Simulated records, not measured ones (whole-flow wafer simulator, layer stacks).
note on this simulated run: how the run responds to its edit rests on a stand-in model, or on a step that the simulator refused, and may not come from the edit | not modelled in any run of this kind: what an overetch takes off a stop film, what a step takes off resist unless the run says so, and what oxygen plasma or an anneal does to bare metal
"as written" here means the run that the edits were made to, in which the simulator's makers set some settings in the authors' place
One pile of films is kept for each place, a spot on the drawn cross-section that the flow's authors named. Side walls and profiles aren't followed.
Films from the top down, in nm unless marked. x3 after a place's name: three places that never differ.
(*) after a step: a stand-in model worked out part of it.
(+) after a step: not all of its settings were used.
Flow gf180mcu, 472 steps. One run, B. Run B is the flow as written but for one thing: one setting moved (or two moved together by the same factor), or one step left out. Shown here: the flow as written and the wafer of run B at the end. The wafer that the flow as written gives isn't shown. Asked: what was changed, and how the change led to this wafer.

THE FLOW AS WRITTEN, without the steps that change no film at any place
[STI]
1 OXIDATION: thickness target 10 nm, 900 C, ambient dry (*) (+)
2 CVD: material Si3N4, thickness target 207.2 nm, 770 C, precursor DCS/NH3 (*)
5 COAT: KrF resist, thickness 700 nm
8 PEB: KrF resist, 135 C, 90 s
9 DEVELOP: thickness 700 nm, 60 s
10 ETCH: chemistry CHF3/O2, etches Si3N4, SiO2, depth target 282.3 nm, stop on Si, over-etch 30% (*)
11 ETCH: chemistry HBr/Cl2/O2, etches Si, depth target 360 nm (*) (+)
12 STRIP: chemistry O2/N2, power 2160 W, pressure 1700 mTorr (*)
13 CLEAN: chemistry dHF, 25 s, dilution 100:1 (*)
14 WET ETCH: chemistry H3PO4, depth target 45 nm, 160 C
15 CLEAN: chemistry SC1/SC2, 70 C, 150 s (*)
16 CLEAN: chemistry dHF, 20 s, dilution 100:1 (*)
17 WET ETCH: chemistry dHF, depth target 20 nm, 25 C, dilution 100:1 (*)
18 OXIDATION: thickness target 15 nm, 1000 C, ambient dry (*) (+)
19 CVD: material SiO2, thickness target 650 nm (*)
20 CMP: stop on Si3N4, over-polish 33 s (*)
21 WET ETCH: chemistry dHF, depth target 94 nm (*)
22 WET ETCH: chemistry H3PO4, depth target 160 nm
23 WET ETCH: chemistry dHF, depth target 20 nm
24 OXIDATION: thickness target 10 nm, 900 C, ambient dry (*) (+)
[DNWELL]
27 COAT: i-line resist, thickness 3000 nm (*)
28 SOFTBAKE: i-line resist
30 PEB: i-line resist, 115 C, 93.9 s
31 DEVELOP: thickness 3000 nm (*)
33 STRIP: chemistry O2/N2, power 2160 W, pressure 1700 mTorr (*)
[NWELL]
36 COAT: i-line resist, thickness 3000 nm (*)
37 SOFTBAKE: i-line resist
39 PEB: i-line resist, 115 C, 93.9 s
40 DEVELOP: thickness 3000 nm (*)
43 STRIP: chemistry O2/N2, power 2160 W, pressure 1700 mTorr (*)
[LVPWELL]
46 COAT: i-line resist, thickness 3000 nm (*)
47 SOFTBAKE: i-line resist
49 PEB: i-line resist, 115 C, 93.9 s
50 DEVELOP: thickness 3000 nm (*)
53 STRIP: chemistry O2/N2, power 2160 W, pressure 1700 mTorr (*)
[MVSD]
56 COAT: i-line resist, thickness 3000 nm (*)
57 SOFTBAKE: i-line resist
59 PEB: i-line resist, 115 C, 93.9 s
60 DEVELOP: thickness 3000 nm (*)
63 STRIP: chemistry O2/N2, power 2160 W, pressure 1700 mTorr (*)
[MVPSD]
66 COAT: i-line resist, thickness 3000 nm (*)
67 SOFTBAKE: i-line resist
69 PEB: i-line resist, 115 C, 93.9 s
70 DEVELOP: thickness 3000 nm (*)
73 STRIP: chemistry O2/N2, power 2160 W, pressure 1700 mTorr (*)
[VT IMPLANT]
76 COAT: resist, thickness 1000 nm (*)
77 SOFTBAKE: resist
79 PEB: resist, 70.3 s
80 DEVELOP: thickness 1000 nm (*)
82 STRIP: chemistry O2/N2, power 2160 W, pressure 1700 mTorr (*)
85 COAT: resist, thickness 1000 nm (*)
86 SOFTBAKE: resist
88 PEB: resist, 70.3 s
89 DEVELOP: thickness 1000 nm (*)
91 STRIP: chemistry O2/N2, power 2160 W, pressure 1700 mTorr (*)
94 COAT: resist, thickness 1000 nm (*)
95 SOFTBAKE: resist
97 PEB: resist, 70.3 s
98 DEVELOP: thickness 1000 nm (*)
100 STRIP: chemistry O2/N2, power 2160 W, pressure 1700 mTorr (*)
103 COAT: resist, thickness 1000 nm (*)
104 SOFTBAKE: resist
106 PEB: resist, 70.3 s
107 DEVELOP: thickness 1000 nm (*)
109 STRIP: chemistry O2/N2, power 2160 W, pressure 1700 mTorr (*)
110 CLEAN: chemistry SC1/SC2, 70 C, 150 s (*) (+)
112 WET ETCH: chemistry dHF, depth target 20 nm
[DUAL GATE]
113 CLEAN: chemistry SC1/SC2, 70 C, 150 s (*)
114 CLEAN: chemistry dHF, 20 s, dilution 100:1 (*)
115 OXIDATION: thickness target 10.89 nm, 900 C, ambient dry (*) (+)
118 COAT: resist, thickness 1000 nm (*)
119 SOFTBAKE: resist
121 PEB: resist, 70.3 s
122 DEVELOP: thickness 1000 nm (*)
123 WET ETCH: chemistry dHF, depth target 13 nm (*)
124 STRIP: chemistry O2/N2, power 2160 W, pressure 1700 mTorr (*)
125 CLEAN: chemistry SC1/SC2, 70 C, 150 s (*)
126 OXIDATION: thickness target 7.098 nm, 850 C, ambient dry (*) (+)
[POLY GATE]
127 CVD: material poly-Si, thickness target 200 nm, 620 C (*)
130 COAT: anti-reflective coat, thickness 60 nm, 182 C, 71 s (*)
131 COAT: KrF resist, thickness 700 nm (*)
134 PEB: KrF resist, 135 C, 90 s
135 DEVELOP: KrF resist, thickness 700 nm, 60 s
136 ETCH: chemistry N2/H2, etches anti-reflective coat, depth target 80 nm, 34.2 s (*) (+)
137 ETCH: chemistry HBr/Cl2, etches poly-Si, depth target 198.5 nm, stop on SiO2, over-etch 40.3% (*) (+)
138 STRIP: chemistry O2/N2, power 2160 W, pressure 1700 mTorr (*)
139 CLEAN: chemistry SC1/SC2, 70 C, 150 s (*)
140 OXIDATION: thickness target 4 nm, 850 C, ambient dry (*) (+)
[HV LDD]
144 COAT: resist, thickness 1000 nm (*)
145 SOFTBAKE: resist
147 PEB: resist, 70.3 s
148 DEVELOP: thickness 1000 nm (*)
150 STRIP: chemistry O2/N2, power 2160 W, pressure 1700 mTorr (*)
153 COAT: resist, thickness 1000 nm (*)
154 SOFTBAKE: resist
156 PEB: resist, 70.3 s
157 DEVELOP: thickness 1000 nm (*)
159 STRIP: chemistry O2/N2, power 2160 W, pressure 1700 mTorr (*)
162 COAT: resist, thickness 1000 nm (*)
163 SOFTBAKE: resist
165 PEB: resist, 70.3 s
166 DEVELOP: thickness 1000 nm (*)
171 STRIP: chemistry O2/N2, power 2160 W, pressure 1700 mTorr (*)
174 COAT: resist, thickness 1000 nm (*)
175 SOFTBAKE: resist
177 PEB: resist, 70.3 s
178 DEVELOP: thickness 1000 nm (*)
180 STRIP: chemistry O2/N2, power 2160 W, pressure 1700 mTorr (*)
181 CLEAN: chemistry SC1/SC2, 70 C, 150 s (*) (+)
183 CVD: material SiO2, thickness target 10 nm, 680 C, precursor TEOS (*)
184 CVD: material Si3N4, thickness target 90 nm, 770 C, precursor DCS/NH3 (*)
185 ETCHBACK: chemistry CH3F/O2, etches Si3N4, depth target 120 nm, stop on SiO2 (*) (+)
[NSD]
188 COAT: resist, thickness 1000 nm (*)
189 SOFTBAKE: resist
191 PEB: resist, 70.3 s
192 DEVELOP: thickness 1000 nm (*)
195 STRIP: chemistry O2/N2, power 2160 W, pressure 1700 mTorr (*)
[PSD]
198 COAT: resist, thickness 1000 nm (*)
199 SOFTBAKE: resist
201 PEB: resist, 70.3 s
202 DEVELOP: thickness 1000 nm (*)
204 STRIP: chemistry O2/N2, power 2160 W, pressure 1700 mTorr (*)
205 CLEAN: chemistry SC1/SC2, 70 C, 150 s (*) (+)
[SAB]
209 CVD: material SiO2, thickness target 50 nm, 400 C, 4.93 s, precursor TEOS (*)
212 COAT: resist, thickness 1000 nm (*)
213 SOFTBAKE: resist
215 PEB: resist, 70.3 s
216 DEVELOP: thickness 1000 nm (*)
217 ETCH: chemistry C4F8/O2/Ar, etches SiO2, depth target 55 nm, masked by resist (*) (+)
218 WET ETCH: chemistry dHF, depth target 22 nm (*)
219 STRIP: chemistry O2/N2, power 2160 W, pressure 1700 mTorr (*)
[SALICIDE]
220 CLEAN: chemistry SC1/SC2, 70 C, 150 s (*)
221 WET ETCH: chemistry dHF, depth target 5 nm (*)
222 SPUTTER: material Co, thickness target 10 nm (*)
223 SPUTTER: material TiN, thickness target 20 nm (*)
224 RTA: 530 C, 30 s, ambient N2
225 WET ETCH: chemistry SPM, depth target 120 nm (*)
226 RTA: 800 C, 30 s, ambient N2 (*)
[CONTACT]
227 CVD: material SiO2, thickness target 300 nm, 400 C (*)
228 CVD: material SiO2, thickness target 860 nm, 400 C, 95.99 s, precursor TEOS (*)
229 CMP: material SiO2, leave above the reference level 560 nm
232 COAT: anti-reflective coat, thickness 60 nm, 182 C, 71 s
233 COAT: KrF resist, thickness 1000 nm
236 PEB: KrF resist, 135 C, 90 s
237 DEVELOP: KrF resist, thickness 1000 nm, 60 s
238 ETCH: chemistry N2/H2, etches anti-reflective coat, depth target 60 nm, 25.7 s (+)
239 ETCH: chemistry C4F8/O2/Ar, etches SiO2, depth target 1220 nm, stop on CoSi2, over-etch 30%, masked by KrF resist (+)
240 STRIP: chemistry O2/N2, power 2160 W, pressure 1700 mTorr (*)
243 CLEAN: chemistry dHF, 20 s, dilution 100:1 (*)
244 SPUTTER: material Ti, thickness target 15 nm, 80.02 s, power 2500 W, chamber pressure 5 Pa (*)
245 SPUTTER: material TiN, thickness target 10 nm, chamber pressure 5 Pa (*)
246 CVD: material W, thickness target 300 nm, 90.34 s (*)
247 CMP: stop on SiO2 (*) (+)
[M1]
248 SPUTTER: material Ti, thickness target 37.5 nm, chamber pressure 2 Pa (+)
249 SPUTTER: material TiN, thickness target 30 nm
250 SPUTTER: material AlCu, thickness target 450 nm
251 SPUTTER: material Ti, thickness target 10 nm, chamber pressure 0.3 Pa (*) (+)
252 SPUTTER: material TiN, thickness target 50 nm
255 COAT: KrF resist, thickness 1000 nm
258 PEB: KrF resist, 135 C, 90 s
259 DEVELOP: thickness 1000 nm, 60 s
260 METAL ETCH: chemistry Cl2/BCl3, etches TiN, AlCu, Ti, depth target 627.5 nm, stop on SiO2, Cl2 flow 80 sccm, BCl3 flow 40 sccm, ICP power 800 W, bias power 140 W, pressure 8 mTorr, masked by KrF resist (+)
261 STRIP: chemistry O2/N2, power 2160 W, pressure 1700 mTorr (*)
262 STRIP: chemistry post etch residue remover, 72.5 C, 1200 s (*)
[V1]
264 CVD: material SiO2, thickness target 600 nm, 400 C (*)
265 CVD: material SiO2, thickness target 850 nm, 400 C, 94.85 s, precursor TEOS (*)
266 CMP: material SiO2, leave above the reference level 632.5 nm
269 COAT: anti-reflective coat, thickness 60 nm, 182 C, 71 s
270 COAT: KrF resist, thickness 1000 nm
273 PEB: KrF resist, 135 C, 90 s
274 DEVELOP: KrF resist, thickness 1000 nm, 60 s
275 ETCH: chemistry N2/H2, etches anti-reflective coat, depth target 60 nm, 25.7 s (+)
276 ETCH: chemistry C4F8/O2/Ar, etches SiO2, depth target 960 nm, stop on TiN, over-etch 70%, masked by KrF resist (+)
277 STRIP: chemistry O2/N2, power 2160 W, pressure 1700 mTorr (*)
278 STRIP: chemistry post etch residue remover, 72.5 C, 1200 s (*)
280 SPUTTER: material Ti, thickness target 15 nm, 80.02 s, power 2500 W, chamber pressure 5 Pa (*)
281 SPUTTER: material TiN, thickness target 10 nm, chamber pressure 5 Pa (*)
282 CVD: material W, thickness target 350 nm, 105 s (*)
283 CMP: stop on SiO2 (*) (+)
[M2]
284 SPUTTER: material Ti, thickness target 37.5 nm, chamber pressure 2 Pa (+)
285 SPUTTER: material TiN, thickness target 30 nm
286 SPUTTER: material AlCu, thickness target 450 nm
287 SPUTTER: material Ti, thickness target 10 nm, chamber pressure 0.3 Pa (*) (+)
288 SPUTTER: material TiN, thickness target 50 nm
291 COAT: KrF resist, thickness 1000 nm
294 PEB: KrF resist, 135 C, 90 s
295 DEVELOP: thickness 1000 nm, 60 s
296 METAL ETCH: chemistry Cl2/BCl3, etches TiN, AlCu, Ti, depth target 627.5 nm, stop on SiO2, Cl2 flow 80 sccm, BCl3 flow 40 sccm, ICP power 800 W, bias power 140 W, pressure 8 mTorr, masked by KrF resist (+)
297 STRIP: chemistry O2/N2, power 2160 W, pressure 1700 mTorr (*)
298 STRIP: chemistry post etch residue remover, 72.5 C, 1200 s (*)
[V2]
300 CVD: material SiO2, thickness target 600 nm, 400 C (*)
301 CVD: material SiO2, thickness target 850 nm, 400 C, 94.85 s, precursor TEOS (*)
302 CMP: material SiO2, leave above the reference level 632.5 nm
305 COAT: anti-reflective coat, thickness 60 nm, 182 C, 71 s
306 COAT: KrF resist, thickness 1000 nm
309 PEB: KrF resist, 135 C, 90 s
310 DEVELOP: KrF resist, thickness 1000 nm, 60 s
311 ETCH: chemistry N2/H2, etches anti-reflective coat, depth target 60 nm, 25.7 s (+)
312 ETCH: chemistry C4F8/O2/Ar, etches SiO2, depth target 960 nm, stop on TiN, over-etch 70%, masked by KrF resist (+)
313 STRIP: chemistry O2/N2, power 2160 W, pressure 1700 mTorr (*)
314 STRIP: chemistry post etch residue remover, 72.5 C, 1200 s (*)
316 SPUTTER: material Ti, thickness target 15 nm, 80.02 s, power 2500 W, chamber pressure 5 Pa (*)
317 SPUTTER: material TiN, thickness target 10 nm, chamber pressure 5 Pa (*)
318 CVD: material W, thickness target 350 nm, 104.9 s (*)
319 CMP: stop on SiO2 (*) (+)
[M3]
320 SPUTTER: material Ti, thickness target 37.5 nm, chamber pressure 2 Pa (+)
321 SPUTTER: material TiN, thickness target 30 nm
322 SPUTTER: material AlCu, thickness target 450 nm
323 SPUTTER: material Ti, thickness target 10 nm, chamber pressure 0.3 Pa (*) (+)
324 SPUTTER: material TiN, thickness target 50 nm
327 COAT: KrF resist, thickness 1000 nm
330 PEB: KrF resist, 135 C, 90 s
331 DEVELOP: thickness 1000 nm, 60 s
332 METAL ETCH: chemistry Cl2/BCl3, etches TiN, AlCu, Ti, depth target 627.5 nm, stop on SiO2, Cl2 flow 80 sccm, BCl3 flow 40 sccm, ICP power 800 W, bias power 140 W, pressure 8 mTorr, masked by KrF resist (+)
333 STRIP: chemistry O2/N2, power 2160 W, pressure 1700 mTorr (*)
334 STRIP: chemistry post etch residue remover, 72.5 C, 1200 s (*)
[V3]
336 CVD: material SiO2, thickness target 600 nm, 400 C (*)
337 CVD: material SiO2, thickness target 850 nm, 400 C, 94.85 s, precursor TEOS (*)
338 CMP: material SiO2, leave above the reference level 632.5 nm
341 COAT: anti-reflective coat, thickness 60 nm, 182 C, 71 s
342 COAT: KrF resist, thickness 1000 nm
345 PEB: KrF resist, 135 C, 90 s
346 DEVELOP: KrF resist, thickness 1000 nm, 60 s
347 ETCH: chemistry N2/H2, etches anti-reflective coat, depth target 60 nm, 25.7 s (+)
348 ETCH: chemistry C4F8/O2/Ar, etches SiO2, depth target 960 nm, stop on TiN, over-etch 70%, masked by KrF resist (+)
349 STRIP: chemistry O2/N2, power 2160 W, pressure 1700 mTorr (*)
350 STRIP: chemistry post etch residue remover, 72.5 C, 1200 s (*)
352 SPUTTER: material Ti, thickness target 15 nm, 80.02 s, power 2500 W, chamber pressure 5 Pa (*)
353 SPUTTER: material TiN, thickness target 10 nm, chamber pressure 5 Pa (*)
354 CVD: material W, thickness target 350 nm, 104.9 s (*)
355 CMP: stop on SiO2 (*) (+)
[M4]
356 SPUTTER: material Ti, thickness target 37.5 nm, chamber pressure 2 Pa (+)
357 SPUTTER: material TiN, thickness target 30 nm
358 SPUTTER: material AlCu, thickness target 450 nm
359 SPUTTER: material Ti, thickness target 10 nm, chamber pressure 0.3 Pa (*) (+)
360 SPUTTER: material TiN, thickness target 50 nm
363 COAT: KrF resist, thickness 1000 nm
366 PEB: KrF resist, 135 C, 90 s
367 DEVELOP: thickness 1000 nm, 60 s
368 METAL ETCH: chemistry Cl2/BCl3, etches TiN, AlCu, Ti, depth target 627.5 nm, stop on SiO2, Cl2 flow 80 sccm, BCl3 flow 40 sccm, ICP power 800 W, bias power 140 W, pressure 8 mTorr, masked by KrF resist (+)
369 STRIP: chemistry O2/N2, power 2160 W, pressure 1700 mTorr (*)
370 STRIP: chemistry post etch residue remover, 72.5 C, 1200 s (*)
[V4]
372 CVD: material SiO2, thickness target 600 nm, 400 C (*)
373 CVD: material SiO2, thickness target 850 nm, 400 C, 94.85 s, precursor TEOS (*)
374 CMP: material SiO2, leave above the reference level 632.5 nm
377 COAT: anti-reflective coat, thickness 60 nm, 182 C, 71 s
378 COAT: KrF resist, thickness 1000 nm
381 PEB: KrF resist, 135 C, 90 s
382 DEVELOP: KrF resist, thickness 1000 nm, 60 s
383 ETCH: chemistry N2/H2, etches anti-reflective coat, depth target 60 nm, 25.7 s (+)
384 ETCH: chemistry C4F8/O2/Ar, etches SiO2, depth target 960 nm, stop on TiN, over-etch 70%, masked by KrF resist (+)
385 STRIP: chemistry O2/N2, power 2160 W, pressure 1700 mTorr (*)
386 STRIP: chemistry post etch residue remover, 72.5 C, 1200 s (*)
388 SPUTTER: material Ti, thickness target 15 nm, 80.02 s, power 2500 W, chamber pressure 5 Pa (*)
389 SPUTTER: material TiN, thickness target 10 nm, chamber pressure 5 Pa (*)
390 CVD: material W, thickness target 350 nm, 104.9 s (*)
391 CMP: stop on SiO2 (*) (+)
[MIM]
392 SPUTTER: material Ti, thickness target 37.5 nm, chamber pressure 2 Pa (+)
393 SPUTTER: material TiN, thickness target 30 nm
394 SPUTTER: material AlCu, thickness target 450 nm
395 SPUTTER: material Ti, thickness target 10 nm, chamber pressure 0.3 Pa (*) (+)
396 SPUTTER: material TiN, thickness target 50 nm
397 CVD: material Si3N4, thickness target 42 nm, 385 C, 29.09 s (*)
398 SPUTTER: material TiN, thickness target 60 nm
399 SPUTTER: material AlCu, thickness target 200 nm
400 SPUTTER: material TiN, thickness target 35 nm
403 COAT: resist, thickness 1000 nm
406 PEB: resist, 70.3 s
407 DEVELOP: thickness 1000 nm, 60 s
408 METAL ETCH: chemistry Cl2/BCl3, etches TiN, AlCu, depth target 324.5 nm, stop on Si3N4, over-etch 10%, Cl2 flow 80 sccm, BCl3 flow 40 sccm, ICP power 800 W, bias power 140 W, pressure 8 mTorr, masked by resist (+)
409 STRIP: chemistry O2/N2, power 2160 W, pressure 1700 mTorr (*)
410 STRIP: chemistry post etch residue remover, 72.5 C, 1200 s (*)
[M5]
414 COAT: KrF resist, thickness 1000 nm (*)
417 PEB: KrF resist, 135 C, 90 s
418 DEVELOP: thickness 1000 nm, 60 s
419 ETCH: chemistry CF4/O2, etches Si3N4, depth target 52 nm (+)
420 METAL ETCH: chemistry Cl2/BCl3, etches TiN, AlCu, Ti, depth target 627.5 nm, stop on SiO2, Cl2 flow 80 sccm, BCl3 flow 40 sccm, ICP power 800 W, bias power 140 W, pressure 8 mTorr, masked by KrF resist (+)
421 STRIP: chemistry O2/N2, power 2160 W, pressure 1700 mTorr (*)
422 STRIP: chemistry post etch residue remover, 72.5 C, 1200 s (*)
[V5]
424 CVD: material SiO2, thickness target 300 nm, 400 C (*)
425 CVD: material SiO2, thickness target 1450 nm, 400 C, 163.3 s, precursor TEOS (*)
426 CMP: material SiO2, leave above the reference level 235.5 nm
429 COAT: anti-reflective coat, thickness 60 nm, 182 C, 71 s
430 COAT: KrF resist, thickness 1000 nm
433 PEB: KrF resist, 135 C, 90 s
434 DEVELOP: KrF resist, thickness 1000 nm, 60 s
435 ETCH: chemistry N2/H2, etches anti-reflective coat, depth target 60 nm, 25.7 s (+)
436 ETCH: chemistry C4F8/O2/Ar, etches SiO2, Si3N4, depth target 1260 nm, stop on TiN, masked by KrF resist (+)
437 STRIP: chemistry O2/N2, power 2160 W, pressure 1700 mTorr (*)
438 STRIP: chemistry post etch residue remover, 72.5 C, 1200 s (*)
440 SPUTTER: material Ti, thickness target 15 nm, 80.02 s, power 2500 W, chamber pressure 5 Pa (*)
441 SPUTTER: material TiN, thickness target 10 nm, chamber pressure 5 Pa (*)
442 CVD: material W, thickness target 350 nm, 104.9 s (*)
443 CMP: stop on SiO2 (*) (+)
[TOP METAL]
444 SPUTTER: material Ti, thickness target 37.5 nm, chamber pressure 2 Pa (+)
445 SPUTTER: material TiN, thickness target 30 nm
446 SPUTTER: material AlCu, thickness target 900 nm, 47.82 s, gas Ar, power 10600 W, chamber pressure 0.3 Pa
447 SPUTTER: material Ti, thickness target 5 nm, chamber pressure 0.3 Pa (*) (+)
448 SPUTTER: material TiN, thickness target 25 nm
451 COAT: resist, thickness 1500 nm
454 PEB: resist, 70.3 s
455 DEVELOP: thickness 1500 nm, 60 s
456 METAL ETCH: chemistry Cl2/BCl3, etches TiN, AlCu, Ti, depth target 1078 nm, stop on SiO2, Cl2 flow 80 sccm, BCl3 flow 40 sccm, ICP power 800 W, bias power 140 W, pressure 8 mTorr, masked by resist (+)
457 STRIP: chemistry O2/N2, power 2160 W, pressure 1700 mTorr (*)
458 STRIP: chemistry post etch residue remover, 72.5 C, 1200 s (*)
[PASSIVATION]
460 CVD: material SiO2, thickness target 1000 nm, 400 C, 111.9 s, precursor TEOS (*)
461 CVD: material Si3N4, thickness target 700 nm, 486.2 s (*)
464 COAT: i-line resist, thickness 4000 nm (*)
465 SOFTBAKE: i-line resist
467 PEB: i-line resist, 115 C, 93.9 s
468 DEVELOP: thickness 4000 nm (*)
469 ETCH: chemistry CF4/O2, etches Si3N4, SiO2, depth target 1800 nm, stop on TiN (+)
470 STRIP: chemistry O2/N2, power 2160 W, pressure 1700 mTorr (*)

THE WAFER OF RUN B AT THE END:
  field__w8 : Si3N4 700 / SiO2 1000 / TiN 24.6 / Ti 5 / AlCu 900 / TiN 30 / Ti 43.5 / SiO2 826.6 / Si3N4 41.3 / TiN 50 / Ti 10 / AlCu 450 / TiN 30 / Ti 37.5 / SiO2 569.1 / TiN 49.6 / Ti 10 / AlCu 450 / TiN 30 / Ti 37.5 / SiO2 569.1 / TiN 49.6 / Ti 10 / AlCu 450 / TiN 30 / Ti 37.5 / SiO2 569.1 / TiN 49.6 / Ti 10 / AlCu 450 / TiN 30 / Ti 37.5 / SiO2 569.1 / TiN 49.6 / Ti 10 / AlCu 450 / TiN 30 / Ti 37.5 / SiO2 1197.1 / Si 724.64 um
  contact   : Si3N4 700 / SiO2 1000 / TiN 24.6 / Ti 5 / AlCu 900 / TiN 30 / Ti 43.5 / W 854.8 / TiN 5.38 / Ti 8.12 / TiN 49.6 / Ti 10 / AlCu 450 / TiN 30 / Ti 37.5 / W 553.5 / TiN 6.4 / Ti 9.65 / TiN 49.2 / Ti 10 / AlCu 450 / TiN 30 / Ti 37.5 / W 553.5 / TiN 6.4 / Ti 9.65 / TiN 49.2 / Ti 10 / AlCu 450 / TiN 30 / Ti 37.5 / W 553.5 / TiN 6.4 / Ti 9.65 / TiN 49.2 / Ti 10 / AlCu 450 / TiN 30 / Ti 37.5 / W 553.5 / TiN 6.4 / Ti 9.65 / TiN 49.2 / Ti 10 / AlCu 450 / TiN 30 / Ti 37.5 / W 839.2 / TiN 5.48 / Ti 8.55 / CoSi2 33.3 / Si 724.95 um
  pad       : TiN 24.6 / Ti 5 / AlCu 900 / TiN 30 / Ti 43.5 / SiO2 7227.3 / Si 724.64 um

The cause: step 444, SPUTTER: thickness target 43.5 nm was run, where the flow has thickness target 37.5 nm.
It can be read off the wafer: field__w8 has Ti 43.5, and step 444 as written asks for 37.5 nm.

How the change led to this, step by step:
  444 SPUTTER: material Ti, thickness target 37.5 nm, chamber pressure 2 Pa (+)
      field, field__w1, field__w2 and 109 more: Ti +43.5 (new film) (as written it would be: Ti +37.5 (new film))
  456 METAL ETCH: chemistry Cl2/BCl3, etches TiN, AlCu, Ti, depth target 1078 nm, stop on SiO2, Cl2 flow 80 sccm, BCl3 flow 40 sccm, ICP power 800 W, bias power 140 W, pressure 8 mTorr, masked by resist (+)
      field, field__w1, field__w2 and 103 more: TiN -25 (all of it), Ti -5 (all of it), AlCu -900 (all of it), TiN -30 (all of it), Ti -43.5 (all of it) (as written it would be: TiN -25 (all of it), Ti -5 (all of it), AlCu -900 (all of it), TiN -30 (all of it), Ti -37.5 (all of it))
  465 SOFTBAKE: i-line resist
      gate: i-line resist -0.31 (as written it would be: i-line resist +1.79)
      ld_acc_p, ld_fp_p, ld_drift_p: i-line resist +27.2 (as written it would be: i-line resist +33.8)
      (and at 56 more places)
